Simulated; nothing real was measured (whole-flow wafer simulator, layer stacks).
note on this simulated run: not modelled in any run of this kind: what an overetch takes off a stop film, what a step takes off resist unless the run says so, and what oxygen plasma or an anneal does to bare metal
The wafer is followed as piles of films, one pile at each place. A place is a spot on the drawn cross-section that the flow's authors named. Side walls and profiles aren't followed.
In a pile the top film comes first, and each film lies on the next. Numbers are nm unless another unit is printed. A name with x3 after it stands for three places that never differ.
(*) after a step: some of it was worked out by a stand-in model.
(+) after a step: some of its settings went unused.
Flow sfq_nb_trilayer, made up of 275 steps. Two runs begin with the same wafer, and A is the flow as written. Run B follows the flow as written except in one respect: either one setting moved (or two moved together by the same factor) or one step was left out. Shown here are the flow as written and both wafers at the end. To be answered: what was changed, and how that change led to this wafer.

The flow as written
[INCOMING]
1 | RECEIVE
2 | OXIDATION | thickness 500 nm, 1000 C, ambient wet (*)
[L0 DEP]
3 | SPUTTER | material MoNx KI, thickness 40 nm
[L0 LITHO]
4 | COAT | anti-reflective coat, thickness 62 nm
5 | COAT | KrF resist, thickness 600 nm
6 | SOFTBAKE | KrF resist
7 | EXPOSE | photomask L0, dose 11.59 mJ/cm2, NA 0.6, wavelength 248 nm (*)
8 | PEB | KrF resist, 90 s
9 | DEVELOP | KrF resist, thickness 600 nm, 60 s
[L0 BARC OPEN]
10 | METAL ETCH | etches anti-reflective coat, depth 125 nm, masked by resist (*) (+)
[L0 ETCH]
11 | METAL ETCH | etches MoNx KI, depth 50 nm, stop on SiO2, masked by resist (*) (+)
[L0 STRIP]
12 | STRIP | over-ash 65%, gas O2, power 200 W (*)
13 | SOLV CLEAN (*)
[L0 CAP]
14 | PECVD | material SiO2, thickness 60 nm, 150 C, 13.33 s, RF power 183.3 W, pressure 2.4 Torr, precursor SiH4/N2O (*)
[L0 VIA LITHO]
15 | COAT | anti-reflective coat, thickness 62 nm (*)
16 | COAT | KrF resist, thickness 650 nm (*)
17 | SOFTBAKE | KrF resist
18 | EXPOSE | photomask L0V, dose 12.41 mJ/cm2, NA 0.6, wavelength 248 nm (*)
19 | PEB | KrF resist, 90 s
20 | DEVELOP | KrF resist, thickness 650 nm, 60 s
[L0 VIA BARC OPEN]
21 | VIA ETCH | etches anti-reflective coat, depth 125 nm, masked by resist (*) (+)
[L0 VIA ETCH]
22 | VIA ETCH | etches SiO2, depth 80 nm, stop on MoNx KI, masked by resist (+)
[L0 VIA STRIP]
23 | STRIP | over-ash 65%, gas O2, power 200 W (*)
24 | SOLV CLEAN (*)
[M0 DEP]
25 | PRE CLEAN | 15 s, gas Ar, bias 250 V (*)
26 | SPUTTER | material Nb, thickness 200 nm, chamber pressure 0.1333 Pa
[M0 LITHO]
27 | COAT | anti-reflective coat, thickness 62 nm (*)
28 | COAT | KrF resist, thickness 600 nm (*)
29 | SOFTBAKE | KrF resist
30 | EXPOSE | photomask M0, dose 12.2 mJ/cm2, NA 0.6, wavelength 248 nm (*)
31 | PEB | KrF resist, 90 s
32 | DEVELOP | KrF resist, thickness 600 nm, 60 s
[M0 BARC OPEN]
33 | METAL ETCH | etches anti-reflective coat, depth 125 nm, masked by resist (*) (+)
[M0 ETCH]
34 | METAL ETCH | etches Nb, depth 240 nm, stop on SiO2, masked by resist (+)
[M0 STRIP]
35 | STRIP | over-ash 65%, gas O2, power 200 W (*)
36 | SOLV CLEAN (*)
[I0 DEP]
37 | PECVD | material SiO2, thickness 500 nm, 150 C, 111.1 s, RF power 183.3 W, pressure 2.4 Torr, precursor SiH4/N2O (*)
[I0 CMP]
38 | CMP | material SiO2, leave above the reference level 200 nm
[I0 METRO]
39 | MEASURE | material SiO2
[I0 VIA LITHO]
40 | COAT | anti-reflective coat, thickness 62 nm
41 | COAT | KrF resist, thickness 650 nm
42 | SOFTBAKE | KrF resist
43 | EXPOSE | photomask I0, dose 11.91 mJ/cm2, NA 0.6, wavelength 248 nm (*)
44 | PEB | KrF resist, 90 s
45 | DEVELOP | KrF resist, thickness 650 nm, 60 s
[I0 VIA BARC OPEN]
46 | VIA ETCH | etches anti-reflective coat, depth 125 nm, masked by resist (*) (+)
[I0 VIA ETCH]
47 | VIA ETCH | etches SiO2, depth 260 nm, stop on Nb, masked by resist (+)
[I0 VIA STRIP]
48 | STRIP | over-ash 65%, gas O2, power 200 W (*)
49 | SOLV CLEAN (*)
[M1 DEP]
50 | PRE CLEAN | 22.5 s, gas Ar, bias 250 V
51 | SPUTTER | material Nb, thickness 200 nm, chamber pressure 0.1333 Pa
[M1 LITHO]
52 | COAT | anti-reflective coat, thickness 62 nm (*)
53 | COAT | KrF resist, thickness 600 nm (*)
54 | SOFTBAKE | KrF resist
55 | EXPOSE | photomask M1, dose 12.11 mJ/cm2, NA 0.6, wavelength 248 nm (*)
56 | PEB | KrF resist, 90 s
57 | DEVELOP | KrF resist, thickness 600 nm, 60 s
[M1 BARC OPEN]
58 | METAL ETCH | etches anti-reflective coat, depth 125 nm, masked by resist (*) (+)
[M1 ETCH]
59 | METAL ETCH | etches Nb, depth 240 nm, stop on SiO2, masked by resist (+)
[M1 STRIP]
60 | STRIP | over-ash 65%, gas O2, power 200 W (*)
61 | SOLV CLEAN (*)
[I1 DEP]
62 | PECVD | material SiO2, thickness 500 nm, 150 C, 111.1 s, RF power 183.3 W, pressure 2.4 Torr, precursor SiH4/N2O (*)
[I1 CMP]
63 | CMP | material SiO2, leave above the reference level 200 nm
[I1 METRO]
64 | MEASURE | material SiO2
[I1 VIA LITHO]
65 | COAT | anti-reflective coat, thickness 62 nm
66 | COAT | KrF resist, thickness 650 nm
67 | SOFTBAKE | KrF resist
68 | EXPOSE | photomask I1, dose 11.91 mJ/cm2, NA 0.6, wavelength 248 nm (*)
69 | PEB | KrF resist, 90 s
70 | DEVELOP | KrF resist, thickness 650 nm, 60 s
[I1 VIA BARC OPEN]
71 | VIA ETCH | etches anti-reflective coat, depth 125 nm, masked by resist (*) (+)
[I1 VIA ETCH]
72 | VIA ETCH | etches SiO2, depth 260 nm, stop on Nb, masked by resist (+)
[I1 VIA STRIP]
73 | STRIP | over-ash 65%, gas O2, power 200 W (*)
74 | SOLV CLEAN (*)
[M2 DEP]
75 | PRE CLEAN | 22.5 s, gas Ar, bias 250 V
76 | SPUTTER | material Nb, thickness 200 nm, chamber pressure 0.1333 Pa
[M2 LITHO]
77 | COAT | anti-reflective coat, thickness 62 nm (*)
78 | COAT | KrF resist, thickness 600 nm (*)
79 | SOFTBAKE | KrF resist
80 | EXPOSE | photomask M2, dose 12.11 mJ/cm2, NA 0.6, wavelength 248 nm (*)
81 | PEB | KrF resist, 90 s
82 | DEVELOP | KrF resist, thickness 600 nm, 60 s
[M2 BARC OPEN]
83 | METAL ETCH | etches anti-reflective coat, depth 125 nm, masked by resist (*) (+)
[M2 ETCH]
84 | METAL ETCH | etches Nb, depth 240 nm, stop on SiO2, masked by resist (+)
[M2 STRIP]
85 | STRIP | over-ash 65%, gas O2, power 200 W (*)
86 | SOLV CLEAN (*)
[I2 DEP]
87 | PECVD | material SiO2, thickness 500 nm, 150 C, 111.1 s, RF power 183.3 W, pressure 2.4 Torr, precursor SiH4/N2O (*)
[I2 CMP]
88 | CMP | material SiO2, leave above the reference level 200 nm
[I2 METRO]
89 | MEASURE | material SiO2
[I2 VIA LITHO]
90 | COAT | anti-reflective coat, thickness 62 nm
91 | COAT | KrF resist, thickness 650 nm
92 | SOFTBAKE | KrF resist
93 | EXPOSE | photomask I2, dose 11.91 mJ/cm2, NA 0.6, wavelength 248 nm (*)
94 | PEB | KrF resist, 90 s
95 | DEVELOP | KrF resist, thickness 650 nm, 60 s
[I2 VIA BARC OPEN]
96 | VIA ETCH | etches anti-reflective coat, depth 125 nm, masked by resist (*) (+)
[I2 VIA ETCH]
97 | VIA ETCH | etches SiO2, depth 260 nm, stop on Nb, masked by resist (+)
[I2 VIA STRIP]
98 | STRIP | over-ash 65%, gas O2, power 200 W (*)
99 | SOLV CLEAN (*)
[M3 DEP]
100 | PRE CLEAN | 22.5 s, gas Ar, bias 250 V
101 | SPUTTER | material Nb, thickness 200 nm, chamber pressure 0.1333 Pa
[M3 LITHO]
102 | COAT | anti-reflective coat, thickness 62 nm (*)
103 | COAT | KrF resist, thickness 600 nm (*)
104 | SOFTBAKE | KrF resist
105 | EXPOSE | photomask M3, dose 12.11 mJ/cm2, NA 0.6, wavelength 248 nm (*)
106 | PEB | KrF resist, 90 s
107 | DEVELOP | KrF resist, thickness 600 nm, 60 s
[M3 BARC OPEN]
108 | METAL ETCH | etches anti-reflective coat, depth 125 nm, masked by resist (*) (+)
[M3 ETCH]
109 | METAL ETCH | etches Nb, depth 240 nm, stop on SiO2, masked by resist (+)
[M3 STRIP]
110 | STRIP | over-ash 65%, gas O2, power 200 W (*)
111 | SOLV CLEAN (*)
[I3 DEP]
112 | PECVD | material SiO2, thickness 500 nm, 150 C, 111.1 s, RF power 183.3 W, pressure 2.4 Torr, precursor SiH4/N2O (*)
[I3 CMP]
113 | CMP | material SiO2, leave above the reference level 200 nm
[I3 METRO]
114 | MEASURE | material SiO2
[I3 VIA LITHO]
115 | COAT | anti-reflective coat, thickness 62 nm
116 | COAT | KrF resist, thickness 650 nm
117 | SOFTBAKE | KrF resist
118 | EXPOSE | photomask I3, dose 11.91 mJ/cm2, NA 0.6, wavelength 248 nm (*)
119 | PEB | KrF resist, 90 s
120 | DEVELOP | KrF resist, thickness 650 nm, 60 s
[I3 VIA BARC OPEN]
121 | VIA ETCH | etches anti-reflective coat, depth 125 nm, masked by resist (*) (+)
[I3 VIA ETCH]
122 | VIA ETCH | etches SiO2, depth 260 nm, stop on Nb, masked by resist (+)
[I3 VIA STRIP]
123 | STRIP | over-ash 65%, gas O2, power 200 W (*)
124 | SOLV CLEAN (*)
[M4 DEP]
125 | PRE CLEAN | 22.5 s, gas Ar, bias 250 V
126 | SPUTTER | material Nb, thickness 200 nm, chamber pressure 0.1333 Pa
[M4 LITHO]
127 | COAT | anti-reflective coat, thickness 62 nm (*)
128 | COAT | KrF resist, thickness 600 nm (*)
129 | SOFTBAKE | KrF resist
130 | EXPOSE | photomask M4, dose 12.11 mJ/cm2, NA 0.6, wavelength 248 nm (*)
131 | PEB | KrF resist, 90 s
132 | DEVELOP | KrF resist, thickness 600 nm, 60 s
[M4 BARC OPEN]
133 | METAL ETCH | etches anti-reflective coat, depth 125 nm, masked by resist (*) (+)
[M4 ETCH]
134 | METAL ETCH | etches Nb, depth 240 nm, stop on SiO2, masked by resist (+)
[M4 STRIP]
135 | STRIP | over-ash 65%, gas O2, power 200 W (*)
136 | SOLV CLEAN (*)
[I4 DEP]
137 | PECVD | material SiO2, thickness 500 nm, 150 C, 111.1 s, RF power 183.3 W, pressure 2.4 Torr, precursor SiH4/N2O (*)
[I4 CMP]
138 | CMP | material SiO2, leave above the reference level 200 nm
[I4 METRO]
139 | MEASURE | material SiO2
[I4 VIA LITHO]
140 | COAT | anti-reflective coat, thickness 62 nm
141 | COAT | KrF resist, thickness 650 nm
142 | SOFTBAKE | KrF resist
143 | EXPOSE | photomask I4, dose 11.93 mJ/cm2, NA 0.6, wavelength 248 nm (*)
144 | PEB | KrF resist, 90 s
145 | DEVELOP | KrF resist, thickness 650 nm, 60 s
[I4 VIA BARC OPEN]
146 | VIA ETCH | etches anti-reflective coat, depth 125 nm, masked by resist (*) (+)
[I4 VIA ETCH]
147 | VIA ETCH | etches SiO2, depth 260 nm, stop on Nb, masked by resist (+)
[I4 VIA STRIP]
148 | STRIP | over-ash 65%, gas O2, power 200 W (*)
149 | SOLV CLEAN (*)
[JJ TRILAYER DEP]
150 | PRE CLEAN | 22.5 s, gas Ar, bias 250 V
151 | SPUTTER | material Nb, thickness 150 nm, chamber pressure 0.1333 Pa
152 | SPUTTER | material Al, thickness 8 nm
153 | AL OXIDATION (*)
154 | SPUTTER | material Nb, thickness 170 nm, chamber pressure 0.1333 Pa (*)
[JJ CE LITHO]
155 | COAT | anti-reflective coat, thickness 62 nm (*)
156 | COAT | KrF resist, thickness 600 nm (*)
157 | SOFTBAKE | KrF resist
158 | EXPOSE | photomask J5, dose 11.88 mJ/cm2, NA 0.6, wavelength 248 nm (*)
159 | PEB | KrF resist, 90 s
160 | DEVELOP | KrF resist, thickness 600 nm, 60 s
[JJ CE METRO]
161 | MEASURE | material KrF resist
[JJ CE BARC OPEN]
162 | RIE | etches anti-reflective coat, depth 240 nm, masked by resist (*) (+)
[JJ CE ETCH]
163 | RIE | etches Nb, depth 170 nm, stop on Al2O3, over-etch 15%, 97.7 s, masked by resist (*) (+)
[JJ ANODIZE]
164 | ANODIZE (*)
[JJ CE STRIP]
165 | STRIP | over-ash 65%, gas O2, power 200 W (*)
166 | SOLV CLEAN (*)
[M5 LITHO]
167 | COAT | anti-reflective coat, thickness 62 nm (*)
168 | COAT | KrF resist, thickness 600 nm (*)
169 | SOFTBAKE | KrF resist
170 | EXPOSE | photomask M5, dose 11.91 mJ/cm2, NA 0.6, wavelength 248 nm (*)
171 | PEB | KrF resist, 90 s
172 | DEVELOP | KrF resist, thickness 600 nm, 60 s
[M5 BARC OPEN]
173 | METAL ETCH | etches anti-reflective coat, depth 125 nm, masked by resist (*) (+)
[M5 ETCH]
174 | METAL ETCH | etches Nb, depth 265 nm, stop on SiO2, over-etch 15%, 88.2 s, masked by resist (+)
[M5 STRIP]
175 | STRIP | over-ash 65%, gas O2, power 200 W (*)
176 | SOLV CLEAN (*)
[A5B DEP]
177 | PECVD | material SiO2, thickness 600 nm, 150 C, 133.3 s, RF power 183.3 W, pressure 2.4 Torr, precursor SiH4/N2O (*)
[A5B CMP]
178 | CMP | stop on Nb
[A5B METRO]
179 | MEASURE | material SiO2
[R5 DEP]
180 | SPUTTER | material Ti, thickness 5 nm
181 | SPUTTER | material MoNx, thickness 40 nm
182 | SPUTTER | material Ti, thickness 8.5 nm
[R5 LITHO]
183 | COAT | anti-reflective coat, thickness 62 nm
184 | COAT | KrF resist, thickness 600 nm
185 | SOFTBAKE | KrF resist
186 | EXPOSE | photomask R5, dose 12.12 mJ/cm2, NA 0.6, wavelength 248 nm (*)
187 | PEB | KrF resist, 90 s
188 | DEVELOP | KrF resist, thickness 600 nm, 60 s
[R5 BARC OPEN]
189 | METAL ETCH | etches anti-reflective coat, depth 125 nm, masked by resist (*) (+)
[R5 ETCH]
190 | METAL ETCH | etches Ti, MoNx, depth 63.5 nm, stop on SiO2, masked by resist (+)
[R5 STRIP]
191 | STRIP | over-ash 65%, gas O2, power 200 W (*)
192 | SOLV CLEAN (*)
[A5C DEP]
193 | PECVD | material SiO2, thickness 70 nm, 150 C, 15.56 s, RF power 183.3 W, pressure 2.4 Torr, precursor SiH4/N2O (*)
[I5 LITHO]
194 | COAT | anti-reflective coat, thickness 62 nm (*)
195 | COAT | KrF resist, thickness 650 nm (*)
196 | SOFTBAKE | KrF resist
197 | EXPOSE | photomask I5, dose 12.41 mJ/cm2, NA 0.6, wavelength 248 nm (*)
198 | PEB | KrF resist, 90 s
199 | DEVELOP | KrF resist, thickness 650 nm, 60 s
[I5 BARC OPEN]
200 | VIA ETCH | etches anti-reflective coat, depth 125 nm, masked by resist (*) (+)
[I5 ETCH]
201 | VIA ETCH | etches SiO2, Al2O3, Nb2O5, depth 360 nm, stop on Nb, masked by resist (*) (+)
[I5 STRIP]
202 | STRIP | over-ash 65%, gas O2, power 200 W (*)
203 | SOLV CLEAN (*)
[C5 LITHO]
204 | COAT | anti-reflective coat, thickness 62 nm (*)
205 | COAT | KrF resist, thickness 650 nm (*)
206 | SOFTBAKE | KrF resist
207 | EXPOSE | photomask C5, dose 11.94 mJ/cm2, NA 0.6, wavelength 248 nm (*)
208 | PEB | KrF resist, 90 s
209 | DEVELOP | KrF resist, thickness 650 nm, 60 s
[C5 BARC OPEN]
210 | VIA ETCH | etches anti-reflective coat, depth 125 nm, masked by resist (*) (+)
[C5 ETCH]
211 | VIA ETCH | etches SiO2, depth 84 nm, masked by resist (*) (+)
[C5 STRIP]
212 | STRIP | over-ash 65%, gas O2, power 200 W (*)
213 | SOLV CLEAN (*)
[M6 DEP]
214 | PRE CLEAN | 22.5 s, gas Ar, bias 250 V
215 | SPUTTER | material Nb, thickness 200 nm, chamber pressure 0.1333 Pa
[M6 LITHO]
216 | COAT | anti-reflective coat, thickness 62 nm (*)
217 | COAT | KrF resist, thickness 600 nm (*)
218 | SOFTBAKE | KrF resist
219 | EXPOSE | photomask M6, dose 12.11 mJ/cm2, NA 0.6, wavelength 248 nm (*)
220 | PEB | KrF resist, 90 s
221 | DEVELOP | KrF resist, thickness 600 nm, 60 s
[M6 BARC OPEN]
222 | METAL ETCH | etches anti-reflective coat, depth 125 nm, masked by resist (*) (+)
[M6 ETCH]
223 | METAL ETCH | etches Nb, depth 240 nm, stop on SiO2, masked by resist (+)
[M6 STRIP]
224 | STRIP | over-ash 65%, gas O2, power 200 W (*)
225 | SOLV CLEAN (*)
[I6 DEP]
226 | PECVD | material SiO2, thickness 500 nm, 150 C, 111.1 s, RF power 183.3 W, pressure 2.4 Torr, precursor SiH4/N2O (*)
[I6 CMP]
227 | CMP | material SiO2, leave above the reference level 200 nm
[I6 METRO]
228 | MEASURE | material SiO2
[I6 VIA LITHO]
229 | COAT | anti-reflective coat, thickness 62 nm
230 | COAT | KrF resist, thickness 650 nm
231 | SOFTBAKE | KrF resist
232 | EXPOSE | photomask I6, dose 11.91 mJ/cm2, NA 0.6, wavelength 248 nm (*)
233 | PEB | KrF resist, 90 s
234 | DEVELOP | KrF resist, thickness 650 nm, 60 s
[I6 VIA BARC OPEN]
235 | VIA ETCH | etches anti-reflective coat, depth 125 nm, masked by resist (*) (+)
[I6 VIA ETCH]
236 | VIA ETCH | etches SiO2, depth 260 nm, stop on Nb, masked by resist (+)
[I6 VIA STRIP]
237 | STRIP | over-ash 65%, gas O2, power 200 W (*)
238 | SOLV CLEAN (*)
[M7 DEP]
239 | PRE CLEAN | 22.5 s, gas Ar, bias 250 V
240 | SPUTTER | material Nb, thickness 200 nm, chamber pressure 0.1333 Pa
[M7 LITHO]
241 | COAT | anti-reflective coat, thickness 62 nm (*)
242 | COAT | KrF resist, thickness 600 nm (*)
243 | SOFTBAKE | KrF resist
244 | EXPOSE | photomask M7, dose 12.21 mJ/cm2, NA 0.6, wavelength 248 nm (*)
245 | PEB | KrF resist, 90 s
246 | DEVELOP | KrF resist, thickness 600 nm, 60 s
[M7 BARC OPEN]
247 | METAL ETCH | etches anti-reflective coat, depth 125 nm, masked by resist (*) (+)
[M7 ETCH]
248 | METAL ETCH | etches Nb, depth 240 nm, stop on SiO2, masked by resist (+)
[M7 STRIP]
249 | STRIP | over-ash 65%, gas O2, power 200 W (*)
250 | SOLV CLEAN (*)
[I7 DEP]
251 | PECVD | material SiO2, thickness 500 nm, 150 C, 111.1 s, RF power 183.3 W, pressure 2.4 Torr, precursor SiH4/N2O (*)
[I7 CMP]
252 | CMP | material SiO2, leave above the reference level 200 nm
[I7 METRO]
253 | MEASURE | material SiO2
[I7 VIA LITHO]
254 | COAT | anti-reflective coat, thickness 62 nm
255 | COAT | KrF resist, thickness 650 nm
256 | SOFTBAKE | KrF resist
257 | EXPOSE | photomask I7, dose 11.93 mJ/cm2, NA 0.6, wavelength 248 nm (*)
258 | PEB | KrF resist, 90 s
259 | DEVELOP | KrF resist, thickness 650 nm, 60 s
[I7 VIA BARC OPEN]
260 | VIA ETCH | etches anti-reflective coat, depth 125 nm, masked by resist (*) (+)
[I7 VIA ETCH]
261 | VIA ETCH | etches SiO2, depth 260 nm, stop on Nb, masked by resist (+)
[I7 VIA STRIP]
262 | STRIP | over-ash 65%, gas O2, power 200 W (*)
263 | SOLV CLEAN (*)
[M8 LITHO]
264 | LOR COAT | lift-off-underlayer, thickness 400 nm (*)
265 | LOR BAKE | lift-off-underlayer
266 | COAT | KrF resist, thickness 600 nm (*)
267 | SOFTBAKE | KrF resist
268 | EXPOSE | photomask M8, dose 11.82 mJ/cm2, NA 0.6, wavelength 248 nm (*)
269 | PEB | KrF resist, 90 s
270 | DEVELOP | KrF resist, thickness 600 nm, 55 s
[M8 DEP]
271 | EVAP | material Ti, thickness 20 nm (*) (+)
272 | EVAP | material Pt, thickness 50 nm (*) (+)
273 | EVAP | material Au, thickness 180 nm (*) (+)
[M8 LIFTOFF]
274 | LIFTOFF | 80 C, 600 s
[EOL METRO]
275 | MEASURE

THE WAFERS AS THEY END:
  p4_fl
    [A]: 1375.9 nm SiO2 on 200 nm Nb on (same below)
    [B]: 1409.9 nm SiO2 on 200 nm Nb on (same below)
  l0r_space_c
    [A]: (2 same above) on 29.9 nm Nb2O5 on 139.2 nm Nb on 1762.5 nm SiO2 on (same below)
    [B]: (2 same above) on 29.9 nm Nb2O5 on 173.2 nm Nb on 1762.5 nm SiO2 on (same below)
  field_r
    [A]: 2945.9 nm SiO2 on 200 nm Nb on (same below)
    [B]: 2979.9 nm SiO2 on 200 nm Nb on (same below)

The reason: step 151, SPUTTER: thickness 184 nm was run, though the flow has thickness 150 nm.

Step by step, how the change led to this:
  151 | SPUTTER | material Nb, thickness 150 nm, chamber pressure 0.1333 Pa
      field_l, v_sur, via_sp and 100 more: A Nb gains 150 (new film) | B Nb gains 184 (new film)
      via_wl, via_w, via_wr: A Nb gains 130.4 | B Nb gains 160.3
  155 | COAT | anti-reflective coat, thickness 62 nm (*)
      via_wl, via_wr: A anti-reflective coat gains 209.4 (new film) | B anti-reflective coat gains 219.3 (new film)
      via_w: A anti-reflective coat gains 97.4 (new film) | B anti-reflective coat gains 100.5 (new film)
  162 | RIE | etches anti-reflective coat, depth 240 nm, masked by resist (*) (+)
      ce_l, c5j, ce_r, wl_jj: A KrF resist loses 209.4 | B KrF resist loses 219.3
      via_wl, via_wr: A anti-reflective coat loses 209.4 (all of it) | B anti-reflective coat loses 219.3 (all of it)
      (and at 1 other place as well)
  165 | STRIP | over-ash 65%, gas O2, power 200 W (*)
      c5j, ce_r: A KrF resist loses 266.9 (all of it), anti-reflective coat loses 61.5 (all of it) | B KrF resist loses 257 (all of it), anti-reflective coat loses 61.5 (all of it)
      ce_l: A KrF resist loses 266.8 (all of it), anti-reflective coat loses 61.4 (all of it) | B KrF resist loses 256.9 (all of it), anti-reflective coat loses 61.4 (all of it)
      (and at 1 other place as well)
  167 | COAT | anti-reflective coat, thickness 62 nm (*)
      via_wl: A anti-reflective coat gains 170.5 (new film) | B anti-reflective coat gains 176.2 (new film)
      via_w: A anti-reflective coat gains 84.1 (new film) | B anti-reflective coat gains 85.9 (new film)
      (and at 1 other place as well)
  174 | METAL ETCH | etches Nb, depth 265 nm, stop on SiO2, over-etch 15%, 88.2 s, masked by resist (+)
      field_l, r_sur, res and 49 more: A Al2O3 loses 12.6 (all of it), Nb2O5 loses 29.9 (all of it), Nb loses 139.2 (all of it), SiO2 loses 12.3 | B Al2O3 loses 12.6 (all of it), Nb2O5 loses 29.9 (all of it), Nb loses 173.2 (all of it), SiO2 loses 8.89
      wl_a_sl: A Al2O3 loses 12.6 (all of it), Nb2O5 loses 29.9 (all of it), Nb loses 139.2 (all of it), SiO2 loses 12.3 | B Al2O3 loses 12.6 (all of it), Nb2O5 loses 29.9 (all of it), Nb loses 173.2 (all of it), SiO2 loses 8.9
  175 | STRIP | over-ash 65%, gas O2, power 200 W (*)
      via_wl: A KrF resist loses 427 (all of it), anti-reflective coat loses 170.5 (all of it) | B KrF resist loses 425.1 (all of it), anti-reflective coat loses 176.2 (all of it)
      via_w: A KrF resist loses 503.5 (all of it), anti-reflective coat loses 84.1 (all of it) | B KrF resist loses 505.2 (all of it), anti-reflective coat loses 85.9 (all of it)
      (and at 1 other place as well)
  178 | CMP | stop on Nb
      field_l, p4_fl, p4_fm and 39 more: A SiO2 loses 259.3 | B SiO2 loses 228.7
      r_sur, res, r_end, moat, field_r, lsp_l: A SiO2 loses 252.3 | B SiO2 loses 220.6
      (and at 5 other places as well)
